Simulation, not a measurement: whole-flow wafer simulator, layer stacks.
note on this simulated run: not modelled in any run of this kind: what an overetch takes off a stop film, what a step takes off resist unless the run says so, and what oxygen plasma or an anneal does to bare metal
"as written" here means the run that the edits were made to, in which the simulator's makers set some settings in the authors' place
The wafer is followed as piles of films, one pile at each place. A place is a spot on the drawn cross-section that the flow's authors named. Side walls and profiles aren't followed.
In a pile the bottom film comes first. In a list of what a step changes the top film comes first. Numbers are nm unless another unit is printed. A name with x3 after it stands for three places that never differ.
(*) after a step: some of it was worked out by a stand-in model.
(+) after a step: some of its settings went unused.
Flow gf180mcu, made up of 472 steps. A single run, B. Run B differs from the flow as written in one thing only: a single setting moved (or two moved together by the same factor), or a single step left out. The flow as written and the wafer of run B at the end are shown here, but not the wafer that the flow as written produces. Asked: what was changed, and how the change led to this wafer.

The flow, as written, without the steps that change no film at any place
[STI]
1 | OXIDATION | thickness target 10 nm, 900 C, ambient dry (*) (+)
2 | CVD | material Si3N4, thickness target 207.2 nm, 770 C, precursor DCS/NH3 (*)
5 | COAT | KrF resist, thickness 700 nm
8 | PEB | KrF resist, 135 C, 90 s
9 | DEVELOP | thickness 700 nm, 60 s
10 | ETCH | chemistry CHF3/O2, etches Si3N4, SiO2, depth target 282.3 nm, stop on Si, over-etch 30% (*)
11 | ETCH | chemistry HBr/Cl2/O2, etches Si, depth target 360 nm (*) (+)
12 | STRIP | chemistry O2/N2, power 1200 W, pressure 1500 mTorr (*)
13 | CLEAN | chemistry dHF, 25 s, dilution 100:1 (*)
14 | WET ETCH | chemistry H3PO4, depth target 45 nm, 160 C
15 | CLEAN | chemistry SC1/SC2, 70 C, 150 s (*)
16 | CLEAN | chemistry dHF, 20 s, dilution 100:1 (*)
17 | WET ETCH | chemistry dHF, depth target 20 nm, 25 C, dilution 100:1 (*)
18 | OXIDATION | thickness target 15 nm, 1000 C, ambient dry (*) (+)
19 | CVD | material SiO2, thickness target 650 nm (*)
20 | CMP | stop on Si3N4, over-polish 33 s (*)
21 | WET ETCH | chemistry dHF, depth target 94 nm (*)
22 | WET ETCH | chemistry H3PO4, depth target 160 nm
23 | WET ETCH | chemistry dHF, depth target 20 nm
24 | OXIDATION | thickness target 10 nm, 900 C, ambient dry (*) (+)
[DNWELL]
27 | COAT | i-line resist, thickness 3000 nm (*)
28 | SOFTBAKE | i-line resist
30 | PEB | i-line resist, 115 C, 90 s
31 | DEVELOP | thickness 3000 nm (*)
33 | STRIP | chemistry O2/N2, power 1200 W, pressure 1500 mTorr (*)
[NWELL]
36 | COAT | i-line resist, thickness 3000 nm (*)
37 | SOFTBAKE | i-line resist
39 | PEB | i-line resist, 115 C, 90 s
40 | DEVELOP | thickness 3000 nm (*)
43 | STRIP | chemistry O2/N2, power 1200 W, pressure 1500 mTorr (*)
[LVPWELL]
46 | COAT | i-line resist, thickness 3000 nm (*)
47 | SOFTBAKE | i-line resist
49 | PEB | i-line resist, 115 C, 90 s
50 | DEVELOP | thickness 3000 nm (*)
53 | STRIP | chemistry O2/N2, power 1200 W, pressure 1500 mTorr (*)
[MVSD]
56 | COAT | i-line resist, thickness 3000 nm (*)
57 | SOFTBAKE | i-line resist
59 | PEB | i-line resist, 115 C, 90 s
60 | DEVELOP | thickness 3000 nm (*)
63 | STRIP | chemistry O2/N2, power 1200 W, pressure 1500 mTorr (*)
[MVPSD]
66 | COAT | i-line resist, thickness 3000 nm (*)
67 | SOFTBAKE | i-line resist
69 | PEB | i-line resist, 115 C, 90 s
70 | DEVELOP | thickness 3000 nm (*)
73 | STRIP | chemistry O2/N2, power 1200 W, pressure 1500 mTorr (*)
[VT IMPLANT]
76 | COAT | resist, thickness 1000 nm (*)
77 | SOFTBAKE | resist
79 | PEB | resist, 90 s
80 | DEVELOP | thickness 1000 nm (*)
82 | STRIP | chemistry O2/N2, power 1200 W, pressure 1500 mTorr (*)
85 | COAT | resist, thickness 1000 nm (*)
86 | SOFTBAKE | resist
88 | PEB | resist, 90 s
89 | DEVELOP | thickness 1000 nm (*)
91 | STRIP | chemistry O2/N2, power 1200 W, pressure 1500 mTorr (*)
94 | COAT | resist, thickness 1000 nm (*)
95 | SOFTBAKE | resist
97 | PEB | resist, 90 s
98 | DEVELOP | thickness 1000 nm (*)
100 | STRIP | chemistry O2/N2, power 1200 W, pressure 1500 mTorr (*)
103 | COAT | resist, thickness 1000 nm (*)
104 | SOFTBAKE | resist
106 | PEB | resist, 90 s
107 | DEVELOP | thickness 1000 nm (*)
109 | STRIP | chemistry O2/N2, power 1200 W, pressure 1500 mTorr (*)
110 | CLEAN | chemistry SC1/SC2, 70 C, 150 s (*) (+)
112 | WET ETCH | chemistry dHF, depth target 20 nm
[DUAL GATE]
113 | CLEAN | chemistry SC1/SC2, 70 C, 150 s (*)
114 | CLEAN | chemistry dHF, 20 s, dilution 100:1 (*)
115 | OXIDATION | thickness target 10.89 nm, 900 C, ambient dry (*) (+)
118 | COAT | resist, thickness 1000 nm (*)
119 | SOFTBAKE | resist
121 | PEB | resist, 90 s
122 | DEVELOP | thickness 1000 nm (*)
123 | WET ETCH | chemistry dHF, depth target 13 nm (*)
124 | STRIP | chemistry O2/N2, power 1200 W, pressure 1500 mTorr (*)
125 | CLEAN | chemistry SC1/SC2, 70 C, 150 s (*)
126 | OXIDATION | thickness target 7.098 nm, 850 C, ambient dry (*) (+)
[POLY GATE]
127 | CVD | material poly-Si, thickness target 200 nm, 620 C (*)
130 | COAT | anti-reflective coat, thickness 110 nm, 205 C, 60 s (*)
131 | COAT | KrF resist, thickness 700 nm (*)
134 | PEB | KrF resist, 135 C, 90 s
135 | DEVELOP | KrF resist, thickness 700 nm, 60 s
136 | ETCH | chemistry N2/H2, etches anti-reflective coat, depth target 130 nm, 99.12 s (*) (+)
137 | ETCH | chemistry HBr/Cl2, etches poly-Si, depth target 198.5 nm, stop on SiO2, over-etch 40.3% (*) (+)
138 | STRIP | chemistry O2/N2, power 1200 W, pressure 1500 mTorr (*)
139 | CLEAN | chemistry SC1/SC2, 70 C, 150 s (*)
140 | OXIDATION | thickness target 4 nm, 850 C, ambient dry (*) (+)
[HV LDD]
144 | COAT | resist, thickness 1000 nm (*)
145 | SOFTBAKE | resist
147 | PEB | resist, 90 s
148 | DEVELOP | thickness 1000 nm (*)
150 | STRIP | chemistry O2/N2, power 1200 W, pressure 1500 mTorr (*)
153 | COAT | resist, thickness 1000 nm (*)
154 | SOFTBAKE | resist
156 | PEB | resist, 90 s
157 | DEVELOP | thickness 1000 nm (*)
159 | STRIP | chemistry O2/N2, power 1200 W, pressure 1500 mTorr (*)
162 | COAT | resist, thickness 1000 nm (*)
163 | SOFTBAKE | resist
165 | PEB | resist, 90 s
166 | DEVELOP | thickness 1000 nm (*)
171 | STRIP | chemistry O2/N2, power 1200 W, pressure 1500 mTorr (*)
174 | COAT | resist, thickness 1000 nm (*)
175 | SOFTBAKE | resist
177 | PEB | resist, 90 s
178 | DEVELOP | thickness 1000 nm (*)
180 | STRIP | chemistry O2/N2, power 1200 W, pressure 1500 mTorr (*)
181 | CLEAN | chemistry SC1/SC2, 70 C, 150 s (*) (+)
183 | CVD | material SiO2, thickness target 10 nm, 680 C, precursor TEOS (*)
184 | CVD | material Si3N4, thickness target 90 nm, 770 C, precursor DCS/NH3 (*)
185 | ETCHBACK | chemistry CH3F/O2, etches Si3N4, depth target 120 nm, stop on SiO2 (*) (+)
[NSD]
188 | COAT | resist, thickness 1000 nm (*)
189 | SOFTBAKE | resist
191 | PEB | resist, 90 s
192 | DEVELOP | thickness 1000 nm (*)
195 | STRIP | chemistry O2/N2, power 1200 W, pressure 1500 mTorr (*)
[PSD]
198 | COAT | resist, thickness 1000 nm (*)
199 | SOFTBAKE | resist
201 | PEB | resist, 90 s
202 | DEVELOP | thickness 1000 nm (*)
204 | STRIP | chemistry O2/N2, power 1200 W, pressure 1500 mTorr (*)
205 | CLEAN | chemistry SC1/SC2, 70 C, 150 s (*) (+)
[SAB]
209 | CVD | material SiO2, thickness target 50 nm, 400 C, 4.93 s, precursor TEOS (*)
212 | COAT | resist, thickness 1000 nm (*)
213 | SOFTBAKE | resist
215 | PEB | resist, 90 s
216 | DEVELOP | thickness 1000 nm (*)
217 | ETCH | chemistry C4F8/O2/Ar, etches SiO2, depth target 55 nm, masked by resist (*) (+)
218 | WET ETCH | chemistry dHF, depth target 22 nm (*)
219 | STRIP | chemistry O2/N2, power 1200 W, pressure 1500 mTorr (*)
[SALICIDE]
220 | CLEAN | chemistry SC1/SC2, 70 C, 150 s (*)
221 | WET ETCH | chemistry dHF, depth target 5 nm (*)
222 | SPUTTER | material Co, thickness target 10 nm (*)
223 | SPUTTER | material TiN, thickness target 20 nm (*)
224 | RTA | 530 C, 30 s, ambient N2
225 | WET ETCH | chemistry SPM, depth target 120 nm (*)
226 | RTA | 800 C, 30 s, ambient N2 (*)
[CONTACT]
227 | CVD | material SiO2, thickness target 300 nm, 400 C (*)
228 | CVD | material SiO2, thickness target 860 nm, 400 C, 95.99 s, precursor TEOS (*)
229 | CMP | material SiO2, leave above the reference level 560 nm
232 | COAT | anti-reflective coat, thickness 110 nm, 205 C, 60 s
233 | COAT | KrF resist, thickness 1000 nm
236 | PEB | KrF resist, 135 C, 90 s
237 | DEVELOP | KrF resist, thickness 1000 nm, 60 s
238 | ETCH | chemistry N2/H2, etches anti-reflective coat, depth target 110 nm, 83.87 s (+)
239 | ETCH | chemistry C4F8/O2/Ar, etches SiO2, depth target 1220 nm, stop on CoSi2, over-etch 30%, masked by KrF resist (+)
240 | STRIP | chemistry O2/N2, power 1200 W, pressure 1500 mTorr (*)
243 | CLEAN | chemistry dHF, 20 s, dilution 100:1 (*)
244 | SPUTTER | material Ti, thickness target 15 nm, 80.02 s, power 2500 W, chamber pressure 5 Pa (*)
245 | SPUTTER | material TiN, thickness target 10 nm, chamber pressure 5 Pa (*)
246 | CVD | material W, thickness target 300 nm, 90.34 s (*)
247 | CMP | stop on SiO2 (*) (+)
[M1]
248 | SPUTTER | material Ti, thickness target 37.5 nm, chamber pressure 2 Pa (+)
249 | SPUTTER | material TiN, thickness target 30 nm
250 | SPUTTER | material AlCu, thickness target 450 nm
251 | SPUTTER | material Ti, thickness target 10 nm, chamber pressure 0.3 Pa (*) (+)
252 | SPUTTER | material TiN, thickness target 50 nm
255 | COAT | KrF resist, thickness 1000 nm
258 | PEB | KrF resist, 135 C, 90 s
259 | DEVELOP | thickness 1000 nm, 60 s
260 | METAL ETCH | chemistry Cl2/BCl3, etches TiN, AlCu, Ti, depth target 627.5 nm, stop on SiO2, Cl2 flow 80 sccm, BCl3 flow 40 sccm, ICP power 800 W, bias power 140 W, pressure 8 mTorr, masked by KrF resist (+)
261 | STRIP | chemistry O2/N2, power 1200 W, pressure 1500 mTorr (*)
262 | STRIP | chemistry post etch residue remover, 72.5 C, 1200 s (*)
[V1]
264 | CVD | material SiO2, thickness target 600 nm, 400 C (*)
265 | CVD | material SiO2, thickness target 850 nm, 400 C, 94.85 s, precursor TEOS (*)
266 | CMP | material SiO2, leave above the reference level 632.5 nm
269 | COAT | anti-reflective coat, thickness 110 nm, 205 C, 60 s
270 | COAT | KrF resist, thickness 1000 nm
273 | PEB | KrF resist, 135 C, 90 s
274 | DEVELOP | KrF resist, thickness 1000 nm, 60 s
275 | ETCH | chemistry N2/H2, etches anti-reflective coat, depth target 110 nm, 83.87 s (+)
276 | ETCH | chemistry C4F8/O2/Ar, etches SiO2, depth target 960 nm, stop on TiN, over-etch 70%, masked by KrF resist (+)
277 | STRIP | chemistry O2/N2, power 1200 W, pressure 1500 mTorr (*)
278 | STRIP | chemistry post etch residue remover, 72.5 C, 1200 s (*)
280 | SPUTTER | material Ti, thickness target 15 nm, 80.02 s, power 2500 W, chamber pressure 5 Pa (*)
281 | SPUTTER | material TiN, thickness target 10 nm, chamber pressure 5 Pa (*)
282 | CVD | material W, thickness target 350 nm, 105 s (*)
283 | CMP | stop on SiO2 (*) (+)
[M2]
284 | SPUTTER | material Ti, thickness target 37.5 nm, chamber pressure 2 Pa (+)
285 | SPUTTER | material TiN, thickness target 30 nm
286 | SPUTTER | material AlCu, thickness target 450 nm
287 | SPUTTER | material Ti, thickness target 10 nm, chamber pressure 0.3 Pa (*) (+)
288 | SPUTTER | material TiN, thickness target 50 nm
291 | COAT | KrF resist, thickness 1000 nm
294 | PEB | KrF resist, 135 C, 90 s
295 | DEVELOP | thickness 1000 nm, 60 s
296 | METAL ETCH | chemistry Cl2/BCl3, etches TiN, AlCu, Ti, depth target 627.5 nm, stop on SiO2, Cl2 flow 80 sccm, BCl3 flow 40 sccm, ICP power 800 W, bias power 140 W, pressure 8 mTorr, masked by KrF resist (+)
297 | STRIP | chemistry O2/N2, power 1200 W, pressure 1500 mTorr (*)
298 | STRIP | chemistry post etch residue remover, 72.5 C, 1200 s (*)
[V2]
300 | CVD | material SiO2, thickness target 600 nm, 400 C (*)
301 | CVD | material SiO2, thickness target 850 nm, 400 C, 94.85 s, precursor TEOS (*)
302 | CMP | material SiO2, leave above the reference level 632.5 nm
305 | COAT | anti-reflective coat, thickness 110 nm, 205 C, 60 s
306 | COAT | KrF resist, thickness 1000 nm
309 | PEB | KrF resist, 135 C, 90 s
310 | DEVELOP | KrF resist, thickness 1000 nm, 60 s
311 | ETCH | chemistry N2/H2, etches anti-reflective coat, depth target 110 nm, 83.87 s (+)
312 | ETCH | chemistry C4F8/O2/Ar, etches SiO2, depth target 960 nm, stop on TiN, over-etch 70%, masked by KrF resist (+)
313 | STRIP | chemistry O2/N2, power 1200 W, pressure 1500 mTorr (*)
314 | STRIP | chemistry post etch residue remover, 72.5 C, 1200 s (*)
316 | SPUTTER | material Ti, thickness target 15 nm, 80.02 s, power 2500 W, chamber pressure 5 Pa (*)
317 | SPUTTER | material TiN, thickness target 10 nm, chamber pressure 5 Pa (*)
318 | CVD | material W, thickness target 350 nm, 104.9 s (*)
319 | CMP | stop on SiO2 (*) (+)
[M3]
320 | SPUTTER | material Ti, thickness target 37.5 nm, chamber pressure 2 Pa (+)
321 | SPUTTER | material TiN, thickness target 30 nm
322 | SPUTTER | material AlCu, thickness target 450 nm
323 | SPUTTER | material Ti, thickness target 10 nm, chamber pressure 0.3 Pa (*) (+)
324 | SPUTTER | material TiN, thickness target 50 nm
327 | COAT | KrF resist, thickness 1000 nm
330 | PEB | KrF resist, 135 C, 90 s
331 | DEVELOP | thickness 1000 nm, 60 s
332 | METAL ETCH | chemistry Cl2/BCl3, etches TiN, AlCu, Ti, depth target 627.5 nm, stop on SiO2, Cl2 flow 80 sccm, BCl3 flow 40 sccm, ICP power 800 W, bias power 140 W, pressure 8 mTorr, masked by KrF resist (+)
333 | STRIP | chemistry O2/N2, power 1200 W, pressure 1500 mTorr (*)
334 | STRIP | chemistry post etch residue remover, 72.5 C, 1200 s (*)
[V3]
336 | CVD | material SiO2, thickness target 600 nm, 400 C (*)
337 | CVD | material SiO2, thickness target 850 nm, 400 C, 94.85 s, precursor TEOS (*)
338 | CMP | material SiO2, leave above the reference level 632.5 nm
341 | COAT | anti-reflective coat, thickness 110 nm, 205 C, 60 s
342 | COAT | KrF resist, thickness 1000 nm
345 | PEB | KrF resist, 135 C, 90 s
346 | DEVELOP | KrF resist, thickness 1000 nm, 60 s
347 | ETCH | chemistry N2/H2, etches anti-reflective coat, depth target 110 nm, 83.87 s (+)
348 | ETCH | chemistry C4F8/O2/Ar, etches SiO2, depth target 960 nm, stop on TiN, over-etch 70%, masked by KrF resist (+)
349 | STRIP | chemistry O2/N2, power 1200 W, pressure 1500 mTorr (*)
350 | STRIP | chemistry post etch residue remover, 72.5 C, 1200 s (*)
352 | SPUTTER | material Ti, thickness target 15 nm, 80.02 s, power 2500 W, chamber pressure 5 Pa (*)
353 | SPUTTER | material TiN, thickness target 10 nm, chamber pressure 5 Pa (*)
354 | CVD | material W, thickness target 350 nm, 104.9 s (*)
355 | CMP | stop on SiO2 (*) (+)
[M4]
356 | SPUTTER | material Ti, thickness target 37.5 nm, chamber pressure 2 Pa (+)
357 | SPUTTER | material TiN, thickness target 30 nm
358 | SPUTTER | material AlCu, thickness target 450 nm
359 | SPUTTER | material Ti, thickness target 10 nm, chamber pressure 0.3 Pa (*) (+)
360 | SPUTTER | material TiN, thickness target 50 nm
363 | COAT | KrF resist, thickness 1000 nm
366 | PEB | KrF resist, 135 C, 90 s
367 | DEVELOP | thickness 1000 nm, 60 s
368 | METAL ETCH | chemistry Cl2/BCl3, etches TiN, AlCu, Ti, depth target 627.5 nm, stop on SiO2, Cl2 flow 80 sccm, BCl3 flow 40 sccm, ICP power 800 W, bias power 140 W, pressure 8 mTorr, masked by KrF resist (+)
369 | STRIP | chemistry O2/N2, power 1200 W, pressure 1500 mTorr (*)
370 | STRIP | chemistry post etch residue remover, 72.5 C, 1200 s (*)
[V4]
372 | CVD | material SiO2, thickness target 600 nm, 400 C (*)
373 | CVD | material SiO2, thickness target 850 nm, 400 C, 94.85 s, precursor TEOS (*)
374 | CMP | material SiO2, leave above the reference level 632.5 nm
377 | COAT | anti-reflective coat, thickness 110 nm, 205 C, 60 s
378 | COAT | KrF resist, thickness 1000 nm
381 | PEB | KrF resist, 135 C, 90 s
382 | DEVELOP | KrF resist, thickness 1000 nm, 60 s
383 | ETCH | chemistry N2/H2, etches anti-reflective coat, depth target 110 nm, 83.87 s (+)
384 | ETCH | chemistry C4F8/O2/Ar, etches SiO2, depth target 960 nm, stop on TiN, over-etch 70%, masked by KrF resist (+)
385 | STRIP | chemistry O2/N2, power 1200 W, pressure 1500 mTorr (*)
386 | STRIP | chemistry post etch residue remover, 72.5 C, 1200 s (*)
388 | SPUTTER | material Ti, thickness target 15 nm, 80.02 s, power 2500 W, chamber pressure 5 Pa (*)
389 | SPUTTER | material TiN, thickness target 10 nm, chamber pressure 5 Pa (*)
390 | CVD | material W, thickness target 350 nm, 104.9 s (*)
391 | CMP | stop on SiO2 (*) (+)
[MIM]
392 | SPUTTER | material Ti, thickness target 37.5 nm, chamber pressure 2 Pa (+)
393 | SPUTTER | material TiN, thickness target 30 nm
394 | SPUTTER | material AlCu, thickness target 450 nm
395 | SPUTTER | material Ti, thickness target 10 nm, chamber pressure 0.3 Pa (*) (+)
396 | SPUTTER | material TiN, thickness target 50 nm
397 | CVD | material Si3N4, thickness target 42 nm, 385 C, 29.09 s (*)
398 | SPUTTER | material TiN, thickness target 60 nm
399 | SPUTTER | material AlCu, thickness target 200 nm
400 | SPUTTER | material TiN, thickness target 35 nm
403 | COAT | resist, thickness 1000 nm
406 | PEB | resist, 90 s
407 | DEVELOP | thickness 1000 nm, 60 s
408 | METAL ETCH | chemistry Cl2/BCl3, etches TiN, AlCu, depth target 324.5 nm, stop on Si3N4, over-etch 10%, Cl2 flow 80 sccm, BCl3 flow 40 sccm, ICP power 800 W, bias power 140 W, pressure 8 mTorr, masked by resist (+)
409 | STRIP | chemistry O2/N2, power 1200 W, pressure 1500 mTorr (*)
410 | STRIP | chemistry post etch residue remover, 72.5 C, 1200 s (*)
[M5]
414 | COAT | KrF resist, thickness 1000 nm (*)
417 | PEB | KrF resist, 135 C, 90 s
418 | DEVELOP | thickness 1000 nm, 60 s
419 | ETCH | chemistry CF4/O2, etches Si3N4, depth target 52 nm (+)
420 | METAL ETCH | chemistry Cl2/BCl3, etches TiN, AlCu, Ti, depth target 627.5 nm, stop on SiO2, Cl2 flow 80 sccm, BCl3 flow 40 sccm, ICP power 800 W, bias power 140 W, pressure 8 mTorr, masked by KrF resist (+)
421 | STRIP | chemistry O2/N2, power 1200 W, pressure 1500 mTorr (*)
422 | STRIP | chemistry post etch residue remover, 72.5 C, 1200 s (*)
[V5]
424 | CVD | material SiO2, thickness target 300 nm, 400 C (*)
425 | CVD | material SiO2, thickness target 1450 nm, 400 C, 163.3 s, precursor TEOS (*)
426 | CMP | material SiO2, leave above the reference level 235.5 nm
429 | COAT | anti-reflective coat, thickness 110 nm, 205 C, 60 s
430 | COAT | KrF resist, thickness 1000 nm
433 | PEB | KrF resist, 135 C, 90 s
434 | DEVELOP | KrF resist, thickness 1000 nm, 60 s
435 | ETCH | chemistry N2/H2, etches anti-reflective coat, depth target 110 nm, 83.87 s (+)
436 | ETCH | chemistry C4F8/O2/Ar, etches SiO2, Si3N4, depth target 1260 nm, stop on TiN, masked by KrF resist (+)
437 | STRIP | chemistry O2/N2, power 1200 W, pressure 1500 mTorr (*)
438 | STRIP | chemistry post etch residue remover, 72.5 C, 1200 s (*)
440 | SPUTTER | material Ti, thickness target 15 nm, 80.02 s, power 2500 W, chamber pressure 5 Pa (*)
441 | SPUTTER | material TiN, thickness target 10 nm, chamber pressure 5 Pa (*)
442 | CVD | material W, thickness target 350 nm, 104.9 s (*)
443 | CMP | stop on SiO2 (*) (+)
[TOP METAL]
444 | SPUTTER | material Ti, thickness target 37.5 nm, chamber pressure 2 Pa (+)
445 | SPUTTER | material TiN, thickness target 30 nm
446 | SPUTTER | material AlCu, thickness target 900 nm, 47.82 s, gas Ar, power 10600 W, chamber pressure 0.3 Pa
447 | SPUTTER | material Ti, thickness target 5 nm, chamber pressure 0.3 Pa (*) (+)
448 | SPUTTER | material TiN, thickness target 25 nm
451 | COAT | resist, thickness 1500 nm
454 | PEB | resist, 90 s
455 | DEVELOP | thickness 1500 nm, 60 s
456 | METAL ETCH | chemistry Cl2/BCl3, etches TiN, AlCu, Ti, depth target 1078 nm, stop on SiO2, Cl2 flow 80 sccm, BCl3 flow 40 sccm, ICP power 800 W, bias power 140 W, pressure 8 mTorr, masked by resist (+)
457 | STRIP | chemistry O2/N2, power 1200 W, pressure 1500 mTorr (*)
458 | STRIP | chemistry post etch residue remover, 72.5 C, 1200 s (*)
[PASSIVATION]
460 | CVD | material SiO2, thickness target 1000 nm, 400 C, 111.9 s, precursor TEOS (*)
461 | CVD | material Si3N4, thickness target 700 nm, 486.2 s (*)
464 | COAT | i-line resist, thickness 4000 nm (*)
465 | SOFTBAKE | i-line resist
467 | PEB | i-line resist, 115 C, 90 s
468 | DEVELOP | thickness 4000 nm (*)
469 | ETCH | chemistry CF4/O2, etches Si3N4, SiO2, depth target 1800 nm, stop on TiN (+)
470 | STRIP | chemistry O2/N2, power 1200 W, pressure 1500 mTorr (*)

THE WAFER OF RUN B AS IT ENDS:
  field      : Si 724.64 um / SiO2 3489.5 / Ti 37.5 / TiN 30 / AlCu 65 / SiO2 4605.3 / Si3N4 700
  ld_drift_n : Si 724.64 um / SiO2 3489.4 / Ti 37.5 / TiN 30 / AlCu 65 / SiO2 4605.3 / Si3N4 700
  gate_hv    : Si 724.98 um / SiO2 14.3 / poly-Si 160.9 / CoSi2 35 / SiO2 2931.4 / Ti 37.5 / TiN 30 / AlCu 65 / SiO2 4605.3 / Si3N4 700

The reason: step 332, METAL ETCH: depth target 439.3 nm was run, though the flow has depth target 627.5 nm.

Step by step, how the change led to this:
  332 | METAL ETCH | chemistry Cl2/BCl3, etches TiN, AlCu, Ti, depth target 627.5 nm, stop on SiO2, Cl2 flow 80 sccm, BCl3 flow 40 sccm, ICP power 800 W, bias power 140 W, pressure 8 mTorr, masked by KrF resist (+)
      field, field__w1, field__w2 and 103 more: TiN loses 50 (all of it), Ti loses 10 (all of it), AlCu loses 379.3 (in the flow as written it would be: TiN loses 50 (all of it), Ti loses 10 (all of it), AlCu loses 450 (all of it), TiN loses 30 (all of it), Ti loses 37.5 (all of it))
      field__w8, contact, m1, m1__w1, m1_nw: KrF resist loses 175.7 (in the flow as written it would be: KrF resist loses 251)
  333 | STRIP | chemistry O2/N2, power 1200 W, pressure 1500 mTorr (*)
      field__w8, contact, m1, m1__w1, m1_nw: KrF resist loses 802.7 (all of it) (in the flow as written it would be: KrF resist loses 727.4 (all of it))
  334 | STRIP | chemistry post etch residue remover, 72.5 C, 1200 s (*)
      field, field__w1, field__w2 and 103 more: AlCu loses 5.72 (in the flow as written it would be: nothing)
  336 | CVD | material SiO2, thickness target 600 nm, 400 C (*)
      field, field__w1, field__w2 and 103 more: SiO2 gains 600 (new film) (in the flow as written it would be: SiO2 gains 600)
  338 | CMP | material SiO2, leave above the reference level 632.5 nm
      field, field__w1, field__w2 and 103 more: SiO2 loses 432.5 (in the flow as written it would be: SiO2 loses 300)
If metal films that touch count as one body, field has 1 body; the flow as written gives 0 bodies.
If metal films that touch count as one body, ld_drift_n has 1 body; the flow as written gives 0 bodies.
If metal films that touch count as one body, gate_hv has 2 bodies (between them, from the top down: SiO2 2931.4); the flow as written gives 1 body.
